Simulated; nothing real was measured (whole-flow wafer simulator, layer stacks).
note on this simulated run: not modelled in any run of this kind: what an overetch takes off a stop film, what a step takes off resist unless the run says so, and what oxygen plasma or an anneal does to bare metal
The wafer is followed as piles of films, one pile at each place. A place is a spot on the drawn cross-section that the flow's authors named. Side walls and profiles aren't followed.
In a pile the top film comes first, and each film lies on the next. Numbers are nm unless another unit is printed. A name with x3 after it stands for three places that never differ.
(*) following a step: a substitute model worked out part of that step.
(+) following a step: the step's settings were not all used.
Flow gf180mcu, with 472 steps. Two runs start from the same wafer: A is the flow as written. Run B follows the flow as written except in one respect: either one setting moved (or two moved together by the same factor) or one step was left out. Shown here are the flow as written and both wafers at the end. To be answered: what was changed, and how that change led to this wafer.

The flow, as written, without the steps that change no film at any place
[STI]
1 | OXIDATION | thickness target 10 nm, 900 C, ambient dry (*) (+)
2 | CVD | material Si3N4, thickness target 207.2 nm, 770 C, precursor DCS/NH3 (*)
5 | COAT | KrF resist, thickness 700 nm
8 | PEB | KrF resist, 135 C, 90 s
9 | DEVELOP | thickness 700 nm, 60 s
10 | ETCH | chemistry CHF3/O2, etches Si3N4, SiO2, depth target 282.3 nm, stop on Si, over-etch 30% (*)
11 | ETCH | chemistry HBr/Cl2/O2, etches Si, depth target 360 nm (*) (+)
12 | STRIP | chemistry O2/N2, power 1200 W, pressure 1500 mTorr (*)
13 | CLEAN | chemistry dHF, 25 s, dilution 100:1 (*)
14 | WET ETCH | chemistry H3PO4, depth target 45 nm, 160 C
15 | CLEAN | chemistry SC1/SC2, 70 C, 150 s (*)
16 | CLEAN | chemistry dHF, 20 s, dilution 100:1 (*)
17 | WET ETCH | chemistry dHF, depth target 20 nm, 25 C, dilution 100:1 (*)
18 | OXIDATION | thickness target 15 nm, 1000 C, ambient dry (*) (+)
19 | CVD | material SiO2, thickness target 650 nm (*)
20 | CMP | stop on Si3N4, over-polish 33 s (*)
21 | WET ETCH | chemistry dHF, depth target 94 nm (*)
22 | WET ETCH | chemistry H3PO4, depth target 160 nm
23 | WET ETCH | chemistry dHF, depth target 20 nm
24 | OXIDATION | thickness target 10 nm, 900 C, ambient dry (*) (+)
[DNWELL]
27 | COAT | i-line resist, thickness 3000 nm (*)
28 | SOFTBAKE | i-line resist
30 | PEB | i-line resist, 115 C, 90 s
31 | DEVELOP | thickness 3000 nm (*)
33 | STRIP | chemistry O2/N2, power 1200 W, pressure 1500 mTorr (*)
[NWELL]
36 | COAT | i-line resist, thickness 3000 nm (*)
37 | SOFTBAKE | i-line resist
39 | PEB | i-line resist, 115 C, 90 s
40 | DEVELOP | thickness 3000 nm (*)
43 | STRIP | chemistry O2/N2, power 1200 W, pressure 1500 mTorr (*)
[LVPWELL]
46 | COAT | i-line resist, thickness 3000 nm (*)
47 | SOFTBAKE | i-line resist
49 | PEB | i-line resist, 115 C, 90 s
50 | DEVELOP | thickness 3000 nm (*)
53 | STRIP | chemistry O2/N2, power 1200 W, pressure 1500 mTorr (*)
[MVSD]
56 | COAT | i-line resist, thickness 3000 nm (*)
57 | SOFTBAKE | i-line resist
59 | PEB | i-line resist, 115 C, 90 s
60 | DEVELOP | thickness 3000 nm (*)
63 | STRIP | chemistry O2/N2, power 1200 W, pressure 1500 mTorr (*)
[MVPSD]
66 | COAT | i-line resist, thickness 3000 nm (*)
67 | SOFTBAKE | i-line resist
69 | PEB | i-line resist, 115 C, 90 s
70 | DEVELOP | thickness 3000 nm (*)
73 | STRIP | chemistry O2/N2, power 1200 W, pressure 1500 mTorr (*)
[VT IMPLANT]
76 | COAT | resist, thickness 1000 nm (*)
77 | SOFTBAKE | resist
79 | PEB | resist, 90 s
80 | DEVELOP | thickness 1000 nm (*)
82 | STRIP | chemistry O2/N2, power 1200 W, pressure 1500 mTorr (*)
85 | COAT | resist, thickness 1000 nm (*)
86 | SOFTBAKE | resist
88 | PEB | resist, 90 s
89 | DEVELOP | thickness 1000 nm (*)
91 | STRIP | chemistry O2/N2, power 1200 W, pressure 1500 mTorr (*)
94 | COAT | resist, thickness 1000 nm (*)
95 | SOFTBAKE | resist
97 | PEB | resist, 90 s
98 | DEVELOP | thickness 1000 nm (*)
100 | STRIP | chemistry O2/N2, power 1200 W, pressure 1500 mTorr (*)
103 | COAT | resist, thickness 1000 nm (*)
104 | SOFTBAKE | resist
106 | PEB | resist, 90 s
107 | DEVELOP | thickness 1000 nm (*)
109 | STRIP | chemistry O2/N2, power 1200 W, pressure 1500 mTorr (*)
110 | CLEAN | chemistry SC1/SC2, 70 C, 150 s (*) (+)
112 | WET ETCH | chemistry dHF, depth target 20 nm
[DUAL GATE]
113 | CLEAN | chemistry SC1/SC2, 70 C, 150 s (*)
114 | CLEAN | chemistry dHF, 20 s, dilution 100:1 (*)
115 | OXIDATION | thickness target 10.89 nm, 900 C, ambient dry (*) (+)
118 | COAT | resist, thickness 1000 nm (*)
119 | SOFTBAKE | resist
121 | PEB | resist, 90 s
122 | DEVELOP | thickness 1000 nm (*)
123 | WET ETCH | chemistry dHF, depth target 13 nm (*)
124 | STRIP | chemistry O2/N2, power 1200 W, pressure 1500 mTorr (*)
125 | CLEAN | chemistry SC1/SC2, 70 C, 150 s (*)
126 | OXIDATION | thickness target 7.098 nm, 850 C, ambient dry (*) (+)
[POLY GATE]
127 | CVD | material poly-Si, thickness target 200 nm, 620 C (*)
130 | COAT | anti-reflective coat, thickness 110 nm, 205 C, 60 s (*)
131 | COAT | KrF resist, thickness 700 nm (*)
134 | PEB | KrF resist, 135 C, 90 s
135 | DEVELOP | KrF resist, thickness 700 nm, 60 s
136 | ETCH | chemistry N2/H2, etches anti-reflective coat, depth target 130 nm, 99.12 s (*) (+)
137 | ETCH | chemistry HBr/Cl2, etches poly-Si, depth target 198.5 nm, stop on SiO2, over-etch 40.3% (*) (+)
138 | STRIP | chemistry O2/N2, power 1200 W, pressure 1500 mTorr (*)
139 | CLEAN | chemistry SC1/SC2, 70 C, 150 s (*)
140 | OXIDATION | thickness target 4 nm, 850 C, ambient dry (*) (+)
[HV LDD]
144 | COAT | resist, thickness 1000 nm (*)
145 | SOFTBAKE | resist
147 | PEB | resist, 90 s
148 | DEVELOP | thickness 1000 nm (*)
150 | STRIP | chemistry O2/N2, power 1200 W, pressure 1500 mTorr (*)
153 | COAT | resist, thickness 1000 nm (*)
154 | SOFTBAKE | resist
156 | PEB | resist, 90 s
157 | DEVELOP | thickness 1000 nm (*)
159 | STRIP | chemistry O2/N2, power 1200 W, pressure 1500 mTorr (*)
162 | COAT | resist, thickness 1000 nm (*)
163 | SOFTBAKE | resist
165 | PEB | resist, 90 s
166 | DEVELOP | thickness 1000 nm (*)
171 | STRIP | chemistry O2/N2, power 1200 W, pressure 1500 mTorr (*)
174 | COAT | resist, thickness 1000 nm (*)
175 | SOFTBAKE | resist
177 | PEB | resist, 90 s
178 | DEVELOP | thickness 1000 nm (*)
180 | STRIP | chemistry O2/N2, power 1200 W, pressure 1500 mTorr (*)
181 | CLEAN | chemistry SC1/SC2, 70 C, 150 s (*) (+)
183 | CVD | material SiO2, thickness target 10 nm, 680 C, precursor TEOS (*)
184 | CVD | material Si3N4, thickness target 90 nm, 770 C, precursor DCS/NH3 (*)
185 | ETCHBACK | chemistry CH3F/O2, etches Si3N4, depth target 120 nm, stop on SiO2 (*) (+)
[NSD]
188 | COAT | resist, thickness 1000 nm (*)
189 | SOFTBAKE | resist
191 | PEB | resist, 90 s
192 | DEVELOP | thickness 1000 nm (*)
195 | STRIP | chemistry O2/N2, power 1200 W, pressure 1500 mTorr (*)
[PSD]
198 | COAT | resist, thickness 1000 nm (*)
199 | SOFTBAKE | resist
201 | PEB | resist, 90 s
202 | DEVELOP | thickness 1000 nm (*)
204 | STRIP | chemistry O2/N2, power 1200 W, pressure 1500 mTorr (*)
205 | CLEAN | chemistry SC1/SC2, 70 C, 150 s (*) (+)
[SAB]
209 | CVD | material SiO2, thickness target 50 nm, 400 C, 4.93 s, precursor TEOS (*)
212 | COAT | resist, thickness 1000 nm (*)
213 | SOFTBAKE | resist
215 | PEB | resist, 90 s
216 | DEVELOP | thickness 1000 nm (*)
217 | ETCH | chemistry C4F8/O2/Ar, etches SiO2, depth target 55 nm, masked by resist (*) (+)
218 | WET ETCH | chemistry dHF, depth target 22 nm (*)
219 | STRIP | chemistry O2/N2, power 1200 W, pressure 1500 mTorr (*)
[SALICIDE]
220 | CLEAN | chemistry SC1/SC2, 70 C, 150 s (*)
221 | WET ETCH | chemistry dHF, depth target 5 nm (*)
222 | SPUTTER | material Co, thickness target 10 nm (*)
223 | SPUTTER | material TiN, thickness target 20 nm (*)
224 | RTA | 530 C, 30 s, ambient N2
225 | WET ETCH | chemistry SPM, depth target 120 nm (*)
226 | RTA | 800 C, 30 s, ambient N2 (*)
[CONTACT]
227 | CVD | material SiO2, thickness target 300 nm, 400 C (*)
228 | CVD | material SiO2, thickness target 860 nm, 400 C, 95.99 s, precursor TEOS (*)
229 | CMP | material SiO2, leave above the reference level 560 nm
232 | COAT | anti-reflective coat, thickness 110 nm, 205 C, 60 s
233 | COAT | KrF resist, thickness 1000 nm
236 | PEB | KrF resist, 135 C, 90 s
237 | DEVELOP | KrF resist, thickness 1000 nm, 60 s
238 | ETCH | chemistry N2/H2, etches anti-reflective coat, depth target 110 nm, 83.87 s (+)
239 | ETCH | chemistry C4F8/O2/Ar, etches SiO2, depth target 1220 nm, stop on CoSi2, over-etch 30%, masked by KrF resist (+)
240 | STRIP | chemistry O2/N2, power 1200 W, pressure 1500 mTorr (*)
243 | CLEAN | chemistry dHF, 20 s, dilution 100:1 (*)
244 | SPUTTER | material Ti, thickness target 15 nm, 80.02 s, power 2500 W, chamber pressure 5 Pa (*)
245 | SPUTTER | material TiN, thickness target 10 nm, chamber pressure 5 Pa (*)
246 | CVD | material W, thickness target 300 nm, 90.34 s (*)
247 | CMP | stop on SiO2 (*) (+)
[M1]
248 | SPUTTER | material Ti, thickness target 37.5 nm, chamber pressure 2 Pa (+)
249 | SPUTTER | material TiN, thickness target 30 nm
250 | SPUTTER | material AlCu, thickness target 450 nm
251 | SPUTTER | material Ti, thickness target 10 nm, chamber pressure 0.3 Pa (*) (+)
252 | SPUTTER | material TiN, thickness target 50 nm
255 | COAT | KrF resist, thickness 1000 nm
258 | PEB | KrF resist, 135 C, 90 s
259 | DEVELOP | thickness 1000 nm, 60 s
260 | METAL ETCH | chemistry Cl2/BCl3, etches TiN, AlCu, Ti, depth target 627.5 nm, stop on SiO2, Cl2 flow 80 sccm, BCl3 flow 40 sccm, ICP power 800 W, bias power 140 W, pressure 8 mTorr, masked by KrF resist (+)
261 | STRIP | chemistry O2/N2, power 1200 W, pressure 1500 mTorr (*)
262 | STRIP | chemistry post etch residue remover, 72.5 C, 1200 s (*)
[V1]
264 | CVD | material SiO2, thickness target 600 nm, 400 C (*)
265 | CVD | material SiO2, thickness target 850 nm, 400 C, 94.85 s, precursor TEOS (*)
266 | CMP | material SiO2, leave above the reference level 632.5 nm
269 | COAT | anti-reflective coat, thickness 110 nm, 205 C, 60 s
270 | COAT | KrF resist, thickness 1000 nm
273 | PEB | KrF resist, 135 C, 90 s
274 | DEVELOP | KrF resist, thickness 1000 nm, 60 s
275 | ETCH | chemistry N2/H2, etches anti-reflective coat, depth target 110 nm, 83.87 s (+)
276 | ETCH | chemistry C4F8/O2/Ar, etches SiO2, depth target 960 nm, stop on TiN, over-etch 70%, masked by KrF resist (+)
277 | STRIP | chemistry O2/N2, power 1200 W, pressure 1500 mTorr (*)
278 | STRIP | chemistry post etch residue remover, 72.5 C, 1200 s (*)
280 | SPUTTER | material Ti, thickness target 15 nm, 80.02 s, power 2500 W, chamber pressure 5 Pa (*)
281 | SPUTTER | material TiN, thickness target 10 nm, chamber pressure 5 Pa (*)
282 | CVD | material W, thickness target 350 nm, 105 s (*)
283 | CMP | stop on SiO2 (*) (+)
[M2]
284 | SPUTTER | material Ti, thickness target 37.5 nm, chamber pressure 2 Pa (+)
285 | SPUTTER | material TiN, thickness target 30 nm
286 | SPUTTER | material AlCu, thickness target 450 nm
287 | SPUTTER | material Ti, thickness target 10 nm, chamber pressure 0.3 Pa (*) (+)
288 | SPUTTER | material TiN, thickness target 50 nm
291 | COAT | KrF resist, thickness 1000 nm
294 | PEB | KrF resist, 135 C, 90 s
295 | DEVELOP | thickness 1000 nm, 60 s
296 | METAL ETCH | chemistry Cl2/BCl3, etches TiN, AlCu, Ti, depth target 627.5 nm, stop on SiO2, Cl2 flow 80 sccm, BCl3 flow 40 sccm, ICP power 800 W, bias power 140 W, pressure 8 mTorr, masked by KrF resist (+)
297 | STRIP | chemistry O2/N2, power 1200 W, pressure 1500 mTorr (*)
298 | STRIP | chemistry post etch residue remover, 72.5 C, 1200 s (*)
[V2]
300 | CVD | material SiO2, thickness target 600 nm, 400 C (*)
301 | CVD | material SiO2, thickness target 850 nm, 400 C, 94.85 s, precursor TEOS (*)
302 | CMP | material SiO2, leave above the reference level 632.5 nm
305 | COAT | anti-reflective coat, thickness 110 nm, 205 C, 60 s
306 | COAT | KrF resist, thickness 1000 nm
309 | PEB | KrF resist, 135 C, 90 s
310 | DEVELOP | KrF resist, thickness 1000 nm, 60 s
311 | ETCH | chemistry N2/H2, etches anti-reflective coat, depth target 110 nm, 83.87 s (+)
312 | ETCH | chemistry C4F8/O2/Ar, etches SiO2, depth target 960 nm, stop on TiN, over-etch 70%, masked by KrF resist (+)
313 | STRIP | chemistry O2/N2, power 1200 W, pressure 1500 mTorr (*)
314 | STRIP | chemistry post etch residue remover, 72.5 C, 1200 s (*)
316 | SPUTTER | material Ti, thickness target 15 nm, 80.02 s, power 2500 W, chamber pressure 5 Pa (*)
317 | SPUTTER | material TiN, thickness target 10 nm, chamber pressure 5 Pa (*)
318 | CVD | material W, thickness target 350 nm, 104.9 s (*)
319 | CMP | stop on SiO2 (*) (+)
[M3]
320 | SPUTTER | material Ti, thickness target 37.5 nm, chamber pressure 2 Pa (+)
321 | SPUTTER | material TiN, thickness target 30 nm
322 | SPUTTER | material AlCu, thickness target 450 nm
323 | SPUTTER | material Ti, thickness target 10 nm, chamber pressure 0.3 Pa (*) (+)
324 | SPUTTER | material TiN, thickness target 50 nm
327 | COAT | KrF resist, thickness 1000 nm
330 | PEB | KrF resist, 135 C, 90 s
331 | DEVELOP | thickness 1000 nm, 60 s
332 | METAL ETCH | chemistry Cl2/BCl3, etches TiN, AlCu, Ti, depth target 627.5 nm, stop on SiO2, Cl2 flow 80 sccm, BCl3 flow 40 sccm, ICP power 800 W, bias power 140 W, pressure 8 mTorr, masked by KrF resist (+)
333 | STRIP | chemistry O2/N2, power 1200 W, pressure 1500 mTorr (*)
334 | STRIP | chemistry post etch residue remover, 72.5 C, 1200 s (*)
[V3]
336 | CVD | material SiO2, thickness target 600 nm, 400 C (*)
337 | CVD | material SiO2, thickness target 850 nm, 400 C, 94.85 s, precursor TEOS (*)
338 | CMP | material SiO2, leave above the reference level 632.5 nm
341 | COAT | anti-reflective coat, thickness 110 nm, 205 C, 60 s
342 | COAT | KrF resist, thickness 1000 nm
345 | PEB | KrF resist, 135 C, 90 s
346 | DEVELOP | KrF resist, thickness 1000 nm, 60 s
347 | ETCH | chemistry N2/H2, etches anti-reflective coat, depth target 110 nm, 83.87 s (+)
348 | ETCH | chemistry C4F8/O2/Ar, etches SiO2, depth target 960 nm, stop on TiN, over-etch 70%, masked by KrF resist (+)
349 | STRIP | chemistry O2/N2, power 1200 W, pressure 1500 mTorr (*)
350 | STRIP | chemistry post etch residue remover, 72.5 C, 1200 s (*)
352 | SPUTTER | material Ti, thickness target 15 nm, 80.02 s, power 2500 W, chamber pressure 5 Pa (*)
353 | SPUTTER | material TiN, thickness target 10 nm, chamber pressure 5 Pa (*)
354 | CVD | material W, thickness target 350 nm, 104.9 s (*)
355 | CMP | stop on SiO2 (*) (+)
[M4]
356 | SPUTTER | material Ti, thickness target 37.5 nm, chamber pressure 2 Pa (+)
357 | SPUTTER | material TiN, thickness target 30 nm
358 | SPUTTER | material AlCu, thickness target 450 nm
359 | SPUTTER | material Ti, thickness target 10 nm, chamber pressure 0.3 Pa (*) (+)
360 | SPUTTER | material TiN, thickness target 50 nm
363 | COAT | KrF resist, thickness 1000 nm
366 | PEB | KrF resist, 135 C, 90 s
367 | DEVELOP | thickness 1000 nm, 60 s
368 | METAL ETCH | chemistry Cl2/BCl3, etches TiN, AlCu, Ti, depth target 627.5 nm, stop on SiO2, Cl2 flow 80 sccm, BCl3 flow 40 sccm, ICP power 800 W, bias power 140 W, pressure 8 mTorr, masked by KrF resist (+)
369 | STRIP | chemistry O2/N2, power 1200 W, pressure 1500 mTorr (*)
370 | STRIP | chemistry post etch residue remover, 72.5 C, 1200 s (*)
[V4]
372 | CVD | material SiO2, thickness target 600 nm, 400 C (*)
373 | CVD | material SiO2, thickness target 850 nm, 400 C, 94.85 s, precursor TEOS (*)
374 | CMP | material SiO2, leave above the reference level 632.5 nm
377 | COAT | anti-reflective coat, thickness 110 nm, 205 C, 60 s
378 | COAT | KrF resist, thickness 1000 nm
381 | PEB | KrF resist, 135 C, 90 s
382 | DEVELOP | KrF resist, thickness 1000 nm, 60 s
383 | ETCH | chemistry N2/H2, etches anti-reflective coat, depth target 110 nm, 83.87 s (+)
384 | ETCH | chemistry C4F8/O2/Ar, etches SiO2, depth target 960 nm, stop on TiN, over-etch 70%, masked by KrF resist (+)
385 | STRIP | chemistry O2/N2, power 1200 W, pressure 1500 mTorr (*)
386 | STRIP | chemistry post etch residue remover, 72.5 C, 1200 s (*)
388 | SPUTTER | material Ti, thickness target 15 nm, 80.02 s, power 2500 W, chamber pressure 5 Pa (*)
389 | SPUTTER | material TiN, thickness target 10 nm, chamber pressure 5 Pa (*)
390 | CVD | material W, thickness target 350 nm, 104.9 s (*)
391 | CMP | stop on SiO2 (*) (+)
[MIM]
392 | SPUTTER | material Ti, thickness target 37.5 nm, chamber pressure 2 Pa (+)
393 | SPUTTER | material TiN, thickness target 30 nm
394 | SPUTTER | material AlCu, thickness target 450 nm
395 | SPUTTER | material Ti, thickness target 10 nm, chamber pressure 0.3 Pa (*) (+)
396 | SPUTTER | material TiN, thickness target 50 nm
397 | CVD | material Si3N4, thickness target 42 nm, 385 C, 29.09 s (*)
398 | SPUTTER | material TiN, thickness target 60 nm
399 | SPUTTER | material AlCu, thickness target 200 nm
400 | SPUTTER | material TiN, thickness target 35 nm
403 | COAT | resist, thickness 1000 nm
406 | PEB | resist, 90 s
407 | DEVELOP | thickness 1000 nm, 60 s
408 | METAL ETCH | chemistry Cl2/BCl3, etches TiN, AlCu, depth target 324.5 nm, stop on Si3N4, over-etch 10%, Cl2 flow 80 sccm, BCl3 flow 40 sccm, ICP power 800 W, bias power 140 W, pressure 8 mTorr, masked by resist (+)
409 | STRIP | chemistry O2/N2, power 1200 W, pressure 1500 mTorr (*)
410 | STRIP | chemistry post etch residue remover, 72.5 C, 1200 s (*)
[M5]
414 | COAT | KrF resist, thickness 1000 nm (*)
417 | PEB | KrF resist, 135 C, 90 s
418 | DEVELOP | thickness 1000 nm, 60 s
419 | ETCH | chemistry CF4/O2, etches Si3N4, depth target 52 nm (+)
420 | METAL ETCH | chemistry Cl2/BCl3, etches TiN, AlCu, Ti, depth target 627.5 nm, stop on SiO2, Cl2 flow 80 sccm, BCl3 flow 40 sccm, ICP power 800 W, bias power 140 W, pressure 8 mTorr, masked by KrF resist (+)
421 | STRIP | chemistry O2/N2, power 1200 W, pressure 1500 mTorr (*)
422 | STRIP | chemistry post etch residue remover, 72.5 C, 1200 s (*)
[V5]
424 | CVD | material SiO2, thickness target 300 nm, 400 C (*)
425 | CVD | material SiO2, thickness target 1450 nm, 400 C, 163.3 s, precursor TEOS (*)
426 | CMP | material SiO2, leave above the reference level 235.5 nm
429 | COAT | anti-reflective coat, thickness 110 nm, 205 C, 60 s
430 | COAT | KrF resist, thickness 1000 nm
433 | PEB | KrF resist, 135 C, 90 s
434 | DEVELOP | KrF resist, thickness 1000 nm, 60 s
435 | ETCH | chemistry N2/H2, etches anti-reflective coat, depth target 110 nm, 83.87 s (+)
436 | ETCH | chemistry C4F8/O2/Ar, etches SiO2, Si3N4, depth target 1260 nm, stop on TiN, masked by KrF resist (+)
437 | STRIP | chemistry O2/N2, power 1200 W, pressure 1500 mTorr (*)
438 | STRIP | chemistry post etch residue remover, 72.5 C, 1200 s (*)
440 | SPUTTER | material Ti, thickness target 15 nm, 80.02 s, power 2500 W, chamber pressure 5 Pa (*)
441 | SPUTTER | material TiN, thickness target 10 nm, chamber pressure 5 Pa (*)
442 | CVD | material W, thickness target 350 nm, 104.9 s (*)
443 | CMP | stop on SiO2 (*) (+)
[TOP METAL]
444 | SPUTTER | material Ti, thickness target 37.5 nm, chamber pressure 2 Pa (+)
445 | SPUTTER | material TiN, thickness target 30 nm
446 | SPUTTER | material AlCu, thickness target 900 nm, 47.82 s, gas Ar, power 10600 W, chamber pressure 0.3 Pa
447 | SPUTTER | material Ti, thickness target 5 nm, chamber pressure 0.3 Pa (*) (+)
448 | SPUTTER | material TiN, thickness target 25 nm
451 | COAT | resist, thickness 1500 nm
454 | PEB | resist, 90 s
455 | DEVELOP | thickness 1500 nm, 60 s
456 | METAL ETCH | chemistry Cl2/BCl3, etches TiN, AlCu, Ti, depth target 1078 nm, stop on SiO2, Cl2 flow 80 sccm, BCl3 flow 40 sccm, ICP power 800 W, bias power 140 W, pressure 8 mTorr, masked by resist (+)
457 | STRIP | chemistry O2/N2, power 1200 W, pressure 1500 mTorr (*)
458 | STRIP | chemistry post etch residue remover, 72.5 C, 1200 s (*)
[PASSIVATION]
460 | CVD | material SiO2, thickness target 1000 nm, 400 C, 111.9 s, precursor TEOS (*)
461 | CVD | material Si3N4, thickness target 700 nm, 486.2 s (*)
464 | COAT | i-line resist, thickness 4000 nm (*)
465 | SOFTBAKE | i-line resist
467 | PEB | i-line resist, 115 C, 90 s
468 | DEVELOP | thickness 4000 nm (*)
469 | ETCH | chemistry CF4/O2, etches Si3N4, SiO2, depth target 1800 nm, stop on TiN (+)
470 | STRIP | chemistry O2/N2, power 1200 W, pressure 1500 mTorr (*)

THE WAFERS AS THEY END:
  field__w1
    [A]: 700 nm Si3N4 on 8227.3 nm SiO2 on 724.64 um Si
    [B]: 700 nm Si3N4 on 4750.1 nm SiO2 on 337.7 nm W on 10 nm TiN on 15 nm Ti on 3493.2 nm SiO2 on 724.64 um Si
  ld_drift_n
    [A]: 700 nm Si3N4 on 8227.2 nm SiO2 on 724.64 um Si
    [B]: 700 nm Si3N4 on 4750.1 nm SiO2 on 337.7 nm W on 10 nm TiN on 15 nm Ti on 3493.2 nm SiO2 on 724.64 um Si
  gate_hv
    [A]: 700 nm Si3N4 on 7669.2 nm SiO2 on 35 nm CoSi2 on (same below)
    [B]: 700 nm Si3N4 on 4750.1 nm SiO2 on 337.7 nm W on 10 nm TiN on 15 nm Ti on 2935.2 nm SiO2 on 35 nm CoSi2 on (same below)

The reason: step 319, CMP: stop on SiO2 (*) (+), was not run.

How this came from the change, step by step:
  332 | METAL ETCH | chemistry Cl2/BCl3, etches TiN, AlCu, Ti, depth target 627.5 nm, stop on SiO2, Cl2 flow 80 sccm, BCl3 flow 40 sccm, ICP power 800 W, bias power 140 W, pressure 8 mTorr, masked by KrF resist (+)
      field, field__w1, field__w2 and 103 more: A -50 TiN (all of it), -10 Ti (all of it), -450 AlCu (all of it), -30 TiN (all of it), -37.5 Ti (all of it) | B -50 TiN (all of it), -10 Ti (all of it), -450 AlCu (all of it), -30 TiN (all of it), -37.5 Ti (all of it), -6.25 W
  334 | STRIP | chemistry post etch residue remover, 72.5 C, 1200 s (*)
      field, field__w1, field__w2 and 103 more: A nothing | B -6.01 W
  336 | CVD | material SiO2, thickness target 600 nm, 400 C (*)
      field, field__w1, field__w2 and 103 more: A +600 SiO2 | B +600 SiO2 (new film)
  338 | CMP | material SiO2, leave above the reference level 632.5 nm
      field, field__w1, field__w2 and 103 more: A -300 SiO2 | B -287.7 SiO2
With metal films that touch counted as one body, field__w1 has 1 body; the flow as written gives 0 bodies.
With metal films that touch counted as one body, ld_drift_n has 1 body; the flow as written gives 0 bodies.
With metal films that touch counted as one body, gate_hv has 2 bodies (between them, from the top down: SiO2 2935.2); the flow as written gives 1 body.
